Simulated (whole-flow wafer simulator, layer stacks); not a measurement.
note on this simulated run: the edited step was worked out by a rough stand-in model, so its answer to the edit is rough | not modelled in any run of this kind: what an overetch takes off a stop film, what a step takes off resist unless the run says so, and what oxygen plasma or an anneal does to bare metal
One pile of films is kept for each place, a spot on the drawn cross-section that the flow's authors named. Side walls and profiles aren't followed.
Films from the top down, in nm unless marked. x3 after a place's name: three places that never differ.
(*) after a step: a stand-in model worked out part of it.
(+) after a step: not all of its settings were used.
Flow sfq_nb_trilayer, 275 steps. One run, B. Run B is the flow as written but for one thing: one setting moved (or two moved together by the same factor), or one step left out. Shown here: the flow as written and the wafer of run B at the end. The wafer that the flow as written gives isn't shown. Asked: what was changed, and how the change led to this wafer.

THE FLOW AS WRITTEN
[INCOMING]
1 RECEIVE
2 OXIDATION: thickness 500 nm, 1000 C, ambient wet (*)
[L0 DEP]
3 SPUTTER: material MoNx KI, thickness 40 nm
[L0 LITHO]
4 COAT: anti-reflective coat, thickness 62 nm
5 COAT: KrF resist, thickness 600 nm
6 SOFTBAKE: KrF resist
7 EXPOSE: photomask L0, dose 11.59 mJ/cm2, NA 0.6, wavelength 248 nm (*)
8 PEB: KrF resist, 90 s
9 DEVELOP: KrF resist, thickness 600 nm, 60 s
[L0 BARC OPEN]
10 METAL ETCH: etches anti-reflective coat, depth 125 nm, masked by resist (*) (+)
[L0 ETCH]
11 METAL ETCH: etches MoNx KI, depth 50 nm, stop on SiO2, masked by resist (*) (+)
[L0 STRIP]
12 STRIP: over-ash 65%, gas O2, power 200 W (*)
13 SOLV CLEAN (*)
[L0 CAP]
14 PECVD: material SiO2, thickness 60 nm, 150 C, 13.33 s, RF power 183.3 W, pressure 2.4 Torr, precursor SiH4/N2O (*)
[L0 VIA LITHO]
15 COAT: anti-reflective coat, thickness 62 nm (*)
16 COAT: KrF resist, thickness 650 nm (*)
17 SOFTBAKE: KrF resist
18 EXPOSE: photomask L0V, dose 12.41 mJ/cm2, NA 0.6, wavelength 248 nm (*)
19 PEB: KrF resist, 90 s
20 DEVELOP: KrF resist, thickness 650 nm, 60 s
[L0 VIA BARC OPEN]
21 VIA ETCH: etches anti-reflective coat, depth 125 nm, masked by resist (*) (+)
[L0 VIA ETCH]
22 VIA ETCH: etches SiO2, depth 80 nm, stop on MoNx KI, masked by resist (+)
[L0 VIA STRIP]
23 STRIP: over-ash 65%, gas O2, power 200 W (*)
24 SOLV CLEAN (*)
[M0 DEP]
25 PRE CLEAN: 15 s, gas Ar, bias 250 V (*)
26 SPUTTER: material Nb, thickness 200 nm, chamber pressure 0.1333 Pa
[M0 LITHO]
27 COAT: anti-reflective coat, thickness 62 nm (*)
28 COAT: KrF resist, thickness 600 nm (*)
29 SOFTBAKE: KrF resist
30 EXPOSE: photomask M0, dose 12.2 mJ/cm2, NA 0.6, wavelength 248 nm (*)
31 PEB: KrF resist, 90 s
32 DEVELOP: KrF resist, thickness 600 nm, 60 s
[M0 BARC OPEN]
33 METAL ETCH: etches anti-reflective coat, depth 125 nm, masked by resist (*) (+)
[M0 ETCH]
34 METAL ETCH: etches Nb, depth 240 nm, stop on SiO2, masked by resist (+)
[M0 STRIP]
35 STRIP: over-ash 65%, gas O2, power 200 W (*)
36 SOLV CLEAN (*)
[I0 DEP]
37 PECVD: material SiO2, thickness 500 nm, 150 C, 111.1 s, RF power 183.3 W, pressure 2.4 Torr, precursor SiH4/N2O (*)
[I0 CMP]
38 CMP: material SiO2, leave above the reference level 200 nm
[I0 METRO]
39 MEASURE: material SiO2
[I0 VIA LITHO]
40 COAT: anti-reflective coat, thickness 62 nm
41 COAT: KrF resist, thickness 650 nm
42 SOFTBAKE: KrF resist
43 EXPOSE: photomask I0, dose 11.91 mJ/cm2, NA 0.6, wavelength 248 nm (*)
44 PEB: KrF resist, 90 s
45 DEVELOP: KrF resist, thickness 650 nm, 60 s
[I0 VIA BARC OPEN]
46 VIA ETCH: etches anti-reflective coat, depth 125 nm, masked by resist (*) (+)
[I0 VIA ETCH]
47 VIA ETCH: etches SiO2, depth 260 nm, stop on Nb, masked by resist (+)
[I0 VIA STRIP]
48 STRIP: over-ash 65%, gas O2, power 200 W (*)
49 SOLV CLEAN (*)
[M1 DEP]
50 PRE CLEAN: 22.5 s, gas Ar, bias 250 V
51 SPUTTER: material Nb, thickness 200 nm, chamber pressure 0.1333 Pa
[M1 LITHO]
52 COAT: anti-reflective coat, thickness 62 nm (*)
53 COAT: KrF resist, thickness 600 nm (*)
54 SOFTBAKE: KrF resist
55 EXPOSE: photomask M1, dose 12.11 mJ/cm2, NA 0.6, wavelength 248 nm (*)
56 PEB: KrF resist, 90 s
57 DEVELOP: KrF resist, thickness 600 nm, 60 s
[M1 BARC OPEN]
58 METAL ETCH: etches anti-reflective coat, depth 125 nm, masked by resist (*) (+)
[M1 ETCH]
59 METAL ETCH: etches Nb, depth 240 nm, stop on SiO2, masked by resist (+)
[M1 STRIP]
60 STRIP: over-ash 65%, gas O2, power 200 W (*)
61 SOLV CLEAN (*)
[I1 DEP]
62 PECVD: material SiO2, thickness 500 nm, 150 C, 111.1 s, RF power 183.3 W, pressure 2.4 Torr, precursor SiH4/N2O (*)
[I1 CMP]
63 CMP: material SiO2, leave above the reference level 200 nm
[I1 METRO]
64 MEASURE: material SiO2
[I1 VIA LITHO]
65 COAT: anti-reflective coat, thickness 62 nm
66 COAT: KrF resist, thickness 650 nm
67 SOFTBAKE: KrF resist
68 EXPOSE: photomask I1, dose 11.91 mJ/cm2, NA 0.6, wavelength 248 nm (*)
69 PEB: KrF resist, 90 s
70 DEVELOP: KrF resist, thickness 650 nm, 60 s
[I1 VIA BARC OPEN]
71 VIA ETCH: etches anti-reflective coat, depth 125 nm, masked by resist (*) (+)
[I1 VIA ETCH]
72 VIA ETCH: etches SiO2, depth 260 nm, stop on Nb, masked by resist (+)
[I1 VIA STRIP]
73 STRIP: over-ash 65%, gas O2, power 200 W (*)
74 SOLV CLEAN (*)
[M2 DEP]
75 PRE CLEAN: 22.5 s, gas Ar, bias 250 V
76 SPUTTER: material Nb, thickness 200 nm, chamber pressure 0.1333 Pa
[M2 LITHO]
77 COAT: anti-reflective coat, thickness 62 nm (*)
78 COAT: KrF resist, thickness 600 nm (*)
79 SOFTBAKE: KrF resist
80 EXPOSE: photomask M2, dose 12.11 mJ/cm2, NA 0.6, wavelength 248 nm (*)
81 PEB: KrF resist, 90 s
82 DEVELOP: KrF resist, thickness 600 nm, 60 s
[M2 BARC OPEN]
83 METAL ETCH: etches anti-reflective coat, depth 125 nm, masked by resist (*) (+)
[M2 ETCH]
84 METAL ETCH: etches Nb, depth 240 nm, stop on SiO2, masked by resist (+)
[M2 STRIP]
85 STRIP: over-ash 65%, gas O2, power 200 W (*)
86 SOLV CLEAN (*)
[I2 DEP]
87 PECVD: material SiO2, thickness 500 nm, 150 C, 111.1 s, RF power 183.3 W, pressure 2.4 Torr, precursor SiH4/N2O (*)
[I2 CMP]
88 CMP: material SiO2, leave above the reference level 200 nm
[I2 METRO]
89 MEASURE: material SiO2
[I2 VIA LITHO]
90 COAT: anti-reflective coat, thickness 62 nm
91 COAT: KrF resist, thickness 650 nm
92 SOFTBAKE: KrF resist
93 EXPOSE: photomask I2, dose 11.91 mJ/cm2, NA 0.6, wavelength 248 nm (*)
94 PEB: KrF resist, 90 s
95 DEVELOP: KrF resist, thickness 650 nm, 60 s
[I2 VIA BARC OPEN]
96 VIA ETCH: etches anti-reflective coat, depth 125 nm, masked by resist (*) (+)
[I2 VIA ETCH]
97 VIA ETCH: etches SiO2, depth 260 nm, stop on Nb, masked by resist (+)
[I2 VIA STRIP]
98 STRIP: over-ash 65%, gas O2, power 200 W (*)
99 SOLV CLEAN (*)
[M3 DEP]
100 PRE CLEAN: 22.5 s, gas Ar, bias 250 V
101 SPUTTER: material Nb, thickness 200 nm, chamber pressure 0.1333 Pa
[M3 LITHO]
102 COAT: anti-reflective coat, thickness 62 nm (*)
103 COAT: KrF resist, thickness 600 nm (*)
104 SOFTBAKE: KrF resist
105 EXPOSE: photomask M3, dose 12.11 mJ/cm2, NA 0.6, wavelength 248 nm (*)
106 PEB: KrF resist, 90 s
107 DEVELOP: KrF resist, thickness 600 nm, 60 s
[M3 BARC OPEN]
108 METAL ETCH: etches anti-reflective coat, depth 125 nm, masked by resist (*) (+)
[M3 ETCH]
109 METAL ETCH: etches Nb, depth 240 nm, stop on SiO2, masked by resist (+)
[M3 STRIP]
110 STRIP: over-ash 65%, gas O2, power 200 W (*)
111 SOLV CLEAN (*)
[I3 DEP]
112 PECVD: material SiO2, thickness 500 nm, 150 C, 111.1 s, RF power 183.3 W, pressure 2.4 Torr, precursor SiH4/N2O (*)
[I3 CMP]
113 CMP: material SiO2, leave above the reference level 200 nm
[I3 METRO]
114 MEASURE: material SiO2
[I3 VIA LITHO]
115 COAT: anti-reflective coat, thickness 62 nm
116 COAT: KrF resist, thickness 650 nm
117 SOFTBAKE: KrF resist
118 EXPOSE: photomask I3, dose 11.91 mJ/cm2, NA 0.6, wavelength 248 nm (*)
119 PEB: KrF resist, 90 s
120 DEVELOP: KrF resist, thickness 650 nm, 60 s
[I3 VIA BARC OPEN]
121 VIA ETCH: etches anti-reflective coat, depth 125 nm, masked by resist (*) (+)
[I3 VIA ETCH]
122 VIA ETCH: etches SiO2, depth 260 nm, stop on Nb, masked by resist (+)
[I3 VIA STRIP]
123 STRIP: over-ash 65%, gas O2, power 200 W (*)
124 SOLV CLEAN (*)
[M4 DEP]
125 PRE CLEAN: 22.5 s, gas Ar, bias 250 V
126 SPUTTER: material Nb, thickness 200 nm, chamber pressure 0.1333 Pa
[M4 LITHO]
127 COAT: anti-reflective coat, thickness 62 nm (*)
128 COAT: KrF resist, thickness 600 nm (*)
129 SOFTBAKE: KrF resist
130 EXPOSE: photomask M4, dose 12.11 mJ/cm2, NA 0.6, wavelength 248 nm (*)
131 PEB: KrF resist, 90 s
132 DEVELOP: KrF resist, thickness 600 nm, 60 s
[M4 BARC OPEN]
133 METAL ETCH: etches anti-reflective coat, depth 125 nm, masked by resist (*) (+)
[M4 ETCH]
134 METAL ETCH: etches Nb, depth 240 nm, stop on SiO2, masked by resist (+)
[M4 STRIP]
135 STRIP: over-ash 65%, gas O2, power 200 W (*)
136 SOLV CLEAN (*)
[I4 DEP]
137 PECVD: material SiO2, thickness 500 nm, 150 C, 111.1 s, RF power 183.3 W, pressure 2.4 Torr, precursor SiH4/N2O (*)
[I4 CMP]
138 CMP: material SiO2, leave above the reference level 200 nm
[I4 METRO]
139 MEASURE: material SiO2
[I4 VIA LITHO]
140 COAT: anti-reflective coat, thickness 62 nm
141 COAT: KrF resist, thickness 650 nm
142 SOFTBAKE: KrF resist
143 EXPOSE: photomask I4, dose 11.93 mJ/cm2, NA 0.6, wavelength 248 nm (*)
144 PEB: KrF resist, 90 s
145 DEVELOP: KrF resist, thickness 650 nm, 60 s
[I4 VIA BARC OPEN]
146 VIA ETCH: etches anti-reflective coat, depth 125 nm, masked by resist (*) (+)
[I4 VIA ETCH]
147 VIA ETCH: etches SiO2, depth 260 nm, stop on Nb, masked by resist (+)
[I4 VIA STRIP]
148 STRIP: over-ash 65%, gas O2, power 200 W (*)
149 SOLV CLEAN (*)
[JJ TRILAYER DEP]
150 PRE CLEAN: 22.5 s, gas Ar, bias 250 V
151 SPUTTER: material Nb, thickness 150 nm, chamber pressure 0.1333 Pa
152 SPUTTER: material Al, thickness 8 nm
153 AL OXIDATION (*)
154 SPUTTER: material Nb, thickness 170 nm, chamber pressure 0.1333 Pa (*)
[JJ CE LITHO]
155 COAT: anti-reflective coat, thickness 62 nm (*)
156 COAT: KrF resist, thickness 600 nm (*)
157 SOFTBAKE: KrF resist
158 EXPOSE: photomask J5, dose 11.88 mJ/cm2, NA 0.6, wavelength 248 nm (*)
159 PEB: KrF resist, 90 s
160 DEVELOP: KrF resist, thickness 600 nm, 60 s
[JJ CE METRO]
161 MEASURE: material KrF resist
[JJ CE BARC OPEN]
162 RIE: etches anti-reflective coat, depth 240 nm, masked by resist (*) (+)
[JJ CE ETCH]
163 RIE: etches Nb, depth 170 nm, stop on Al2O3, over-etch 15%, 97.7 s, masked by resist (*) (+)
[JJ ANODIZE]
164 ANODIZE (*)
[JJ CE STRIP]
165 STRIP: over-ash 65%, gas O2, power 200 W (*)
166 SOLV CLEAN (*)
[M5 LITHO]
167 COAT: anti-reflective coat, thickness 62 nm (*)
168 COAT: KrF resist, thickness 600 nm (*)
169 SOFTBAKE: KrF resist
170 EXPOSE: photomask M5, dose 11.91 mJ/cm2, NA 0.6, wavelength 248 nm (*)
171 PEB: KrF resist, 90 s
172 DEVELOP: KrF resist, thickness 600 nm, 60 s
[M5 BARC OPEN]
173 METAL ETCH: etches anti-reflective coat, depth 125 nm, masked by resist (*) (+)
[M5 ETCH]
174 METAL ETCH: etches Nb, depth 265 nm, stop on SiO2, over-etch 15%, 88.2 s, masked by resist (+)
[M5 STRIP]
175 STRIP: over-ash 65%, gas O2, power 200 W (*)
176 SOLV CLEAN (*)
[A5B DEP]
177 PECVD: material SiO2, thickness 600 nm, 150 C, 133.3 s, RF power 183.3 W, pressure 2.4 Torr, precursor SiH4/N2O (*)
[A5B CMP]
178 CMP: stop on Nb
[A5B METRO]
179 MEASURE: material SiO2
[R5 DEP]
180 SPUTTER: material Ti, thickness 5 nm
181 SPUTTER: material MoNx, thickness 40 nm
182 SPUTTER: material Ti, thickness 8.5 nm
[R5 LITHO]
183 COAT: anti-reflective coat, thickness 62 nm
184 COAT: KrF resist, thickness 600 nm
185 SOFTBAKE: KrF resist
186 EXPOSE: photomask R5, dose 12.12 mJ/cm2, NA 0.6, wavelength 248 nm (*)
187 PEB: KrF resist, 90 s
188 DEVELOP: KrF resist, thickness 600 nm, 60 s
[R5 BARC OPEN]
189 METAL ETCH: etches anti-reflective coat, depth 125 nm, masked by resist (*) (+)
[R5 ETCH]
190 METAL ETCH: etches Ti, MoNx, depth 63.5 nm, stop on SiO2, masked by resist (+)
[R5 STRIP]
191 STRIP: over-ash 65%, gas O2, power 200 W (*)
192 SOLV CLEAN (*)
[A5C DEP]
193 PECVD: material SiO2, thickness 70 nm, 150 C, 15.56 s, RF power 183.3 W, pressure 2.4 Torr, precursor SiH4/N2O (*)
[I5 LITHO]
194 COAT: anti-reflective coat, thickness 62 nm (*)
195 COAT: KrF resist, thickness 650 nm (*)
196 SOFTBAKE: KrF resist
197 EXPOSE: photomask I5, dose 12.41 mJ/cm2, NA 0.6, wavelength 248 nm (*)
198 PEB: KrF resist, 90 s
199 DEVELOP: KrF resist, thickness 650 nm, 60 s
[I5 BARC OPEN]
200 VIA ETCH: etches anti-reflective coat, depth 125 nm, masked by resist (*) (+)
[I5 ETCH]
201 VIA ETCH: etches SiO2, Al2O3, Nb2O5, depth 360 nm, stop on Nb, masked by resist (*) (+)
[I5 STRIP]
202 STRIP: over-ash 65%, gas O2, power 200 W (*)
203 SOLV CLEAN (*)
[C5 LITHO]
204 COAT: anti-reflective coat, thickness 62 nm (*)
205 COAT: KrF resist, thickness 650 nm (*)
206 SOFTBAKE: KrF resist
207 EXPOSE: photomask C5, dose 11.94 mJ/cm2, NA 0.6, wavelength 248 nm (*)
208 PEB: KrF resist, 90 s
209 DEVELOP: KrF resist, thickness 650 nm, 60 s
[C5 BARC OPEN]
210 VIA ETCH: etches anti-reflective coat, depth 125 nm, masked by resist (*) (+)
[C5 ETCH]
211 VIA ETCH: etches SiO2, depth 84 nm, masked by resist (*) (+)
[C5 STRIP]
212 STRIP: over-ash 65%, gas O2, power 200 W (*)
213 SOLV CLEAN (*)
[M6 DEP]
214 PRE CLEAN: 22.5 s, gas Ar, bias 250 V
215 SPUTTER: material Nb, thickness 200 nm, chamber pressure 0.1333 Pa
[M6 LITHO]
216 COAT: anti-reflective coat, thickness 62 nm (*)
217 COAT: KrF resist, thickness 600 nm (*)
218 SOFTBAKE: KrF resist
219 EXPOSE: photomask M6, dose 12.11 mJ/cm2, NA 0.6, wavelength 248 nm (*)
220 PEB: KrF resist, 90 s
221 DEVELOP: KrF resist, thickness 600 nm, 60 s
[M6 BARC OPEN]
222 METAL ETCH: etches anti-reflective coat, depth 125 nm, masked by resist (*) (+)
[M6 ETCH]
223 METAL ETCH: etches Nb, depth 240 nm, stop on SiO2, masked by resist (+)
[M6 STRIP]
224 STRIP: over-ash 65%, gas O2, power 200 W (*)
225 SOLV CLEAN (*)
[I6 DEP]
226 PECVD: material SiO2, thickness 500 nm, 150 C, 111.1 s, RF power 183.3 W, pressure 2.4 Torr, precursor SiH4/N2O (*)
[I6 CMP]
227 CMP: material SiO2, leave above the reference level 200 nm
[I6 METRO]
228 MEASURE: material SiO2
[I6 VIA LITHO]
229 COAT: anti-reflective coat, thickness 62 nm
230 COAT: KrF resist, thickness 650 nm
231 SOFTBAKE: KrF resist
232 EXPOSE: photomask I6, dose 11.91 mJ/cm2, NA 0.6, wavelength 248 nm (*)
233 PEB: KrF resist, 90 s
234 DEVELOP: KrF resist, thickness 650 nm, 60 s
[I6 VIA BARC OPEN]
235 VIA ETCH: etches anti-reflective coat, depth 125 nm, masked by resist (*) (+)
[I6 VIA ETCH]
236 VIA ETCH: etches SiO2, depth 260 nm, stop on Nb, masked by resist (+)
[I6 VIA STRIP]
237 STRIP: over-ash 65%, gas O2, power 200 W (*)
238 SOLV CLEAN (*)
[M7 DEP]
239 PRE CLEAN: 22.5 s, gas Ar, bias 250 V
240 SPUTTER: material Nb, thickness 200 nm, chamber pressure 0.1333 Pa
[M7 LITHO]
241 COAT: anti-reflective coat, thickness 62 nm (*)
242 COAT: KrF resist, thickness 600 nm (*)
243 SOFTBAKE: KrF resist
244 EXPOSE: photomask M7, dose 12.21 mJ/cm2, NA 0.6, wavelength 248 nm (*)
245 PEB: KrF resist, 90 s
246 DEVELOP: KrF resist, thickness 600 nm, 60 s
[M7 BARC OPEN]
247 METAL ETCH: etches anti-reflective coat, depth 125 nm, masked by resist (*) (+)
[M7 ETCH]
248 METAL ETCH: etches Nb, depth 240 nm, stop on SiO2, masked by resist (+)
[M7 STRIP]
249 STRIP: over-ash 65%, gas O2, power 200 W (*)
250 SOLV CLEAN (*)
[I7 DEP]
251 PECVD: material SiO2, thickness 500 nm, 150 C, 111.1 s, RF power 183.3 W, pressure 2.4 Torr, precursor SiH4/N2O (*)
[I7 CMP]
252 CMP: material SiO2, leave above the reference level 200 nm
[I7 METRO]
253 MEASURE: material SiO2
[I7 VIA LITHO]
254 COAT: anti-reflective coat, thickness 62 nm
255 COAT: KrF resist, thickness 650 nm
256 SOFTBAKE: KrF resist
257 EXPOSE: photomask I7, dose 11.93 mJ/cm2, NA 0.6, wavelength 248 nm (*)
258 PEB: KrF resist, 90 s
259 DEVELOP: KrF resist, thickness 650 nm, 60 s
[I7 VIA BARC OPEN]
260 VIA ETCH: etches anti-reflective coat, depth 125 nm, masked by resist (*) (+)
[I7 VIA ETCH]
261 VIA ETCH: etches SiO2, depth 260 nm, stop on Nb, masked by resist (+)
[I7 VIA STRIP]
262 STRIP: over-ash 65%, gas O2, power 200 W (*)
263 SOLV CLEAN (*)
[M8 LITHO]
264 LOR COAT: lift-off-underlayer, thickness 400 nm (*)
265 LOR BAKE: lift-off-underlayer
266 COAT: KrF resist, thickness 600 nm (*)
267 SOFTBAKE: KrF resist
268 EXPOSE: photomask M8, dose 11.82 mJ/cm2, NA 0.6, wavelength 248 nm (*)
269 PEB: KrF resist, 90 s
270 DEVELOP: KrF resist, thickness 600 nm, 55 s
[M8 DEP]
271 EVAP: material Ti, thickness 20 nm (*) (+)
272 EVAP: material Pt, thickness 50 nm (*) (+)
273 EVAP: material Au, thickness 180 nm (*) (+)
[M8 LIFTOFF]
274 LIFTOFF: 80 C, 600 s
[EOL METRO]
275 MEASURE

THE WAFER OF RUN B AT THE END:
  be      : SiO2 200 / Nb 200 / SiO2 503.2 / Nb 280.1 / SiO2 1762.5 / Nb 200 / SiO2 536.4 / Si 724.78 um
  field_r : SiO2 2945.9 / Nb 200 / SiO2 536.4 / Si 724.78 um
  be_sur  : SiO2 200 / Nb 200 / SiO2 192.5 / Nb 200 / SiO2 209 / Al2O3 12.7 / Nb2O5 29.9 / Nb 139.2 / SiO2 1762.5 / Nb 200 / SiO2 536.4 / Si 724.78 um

The cause: step 14, PECVD: thickness 41.4 nm was run, where the flow has thickness 60 nm; step 14, PECVD: 9.2 s was run, where the flow has 13.33 s.

How the change led to this, step by step:
  14 PECVD: material SiO2, thickness 60 nm, 150 C, 13.33 s, RF power 183.3 W, pressure 2.4 Torr, precursor SiH4/N2O (*)
      v_sur, via_wl, via_w and 97 more: SiO2 +41.4 (as written it would be: SiO2 +60)
      field_l, l0_sur, l0v, l0r_line_l, l0r_line_c, l0r_line_r: SiO2 +41.4 (new film) (as written it would be: SiO2 +60 (new film))
  22 VIA ETCH: etches SiO2, depth 80 nm, stop on MoNx KI, masked by resist (+)
      field_l, v_sur, via_wl and 102 more: KrF resist -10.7 (as written it would be: KrF resist -13.8)
      l0v: SiO2 -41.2 (all of it) (as written it would be: SiO2 -59.8 (all of it))
  26 SPUTTER: material Nb, thickness 200 nm, chamber pressure 0.1333 Pa
      l0v: Nb +200 (new film) (as written it would be: Nb +195.7 (new film))
  27 COAT: anti-reflective coat, thickness 62 nm (*)
      l0_sur: anti-reflective coat +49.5 (new film) (as written it would be: anti-reflective coat +47.5 (new film))
      l0v: anti-reflective coat +71.9 (new film) (as written it would be: anti-reflective coat +78 (new film))
  35 STRIP: over-ash 65%, gas O2, power 200 W (*)
      l0_sur: KrF resist -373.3 (all of it), anti-reflective coat -49.5 (all of it) (as written it would be: KrF resist -372 (all of it), anti-reflective coat -47.5 (all of it))
      l0v: KrF resist -393.1 (all of it), anti-reflective coat -71.9 (all of it) (as written it would be: KrF resist -405.3 (all of it), anti-reflective coat -78 (all of it))
  38 CMP: material SiO2, leave above the reference level 200 nm
      l0v: SiO2 -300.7 (as written it would be: SiO2 -277.8)
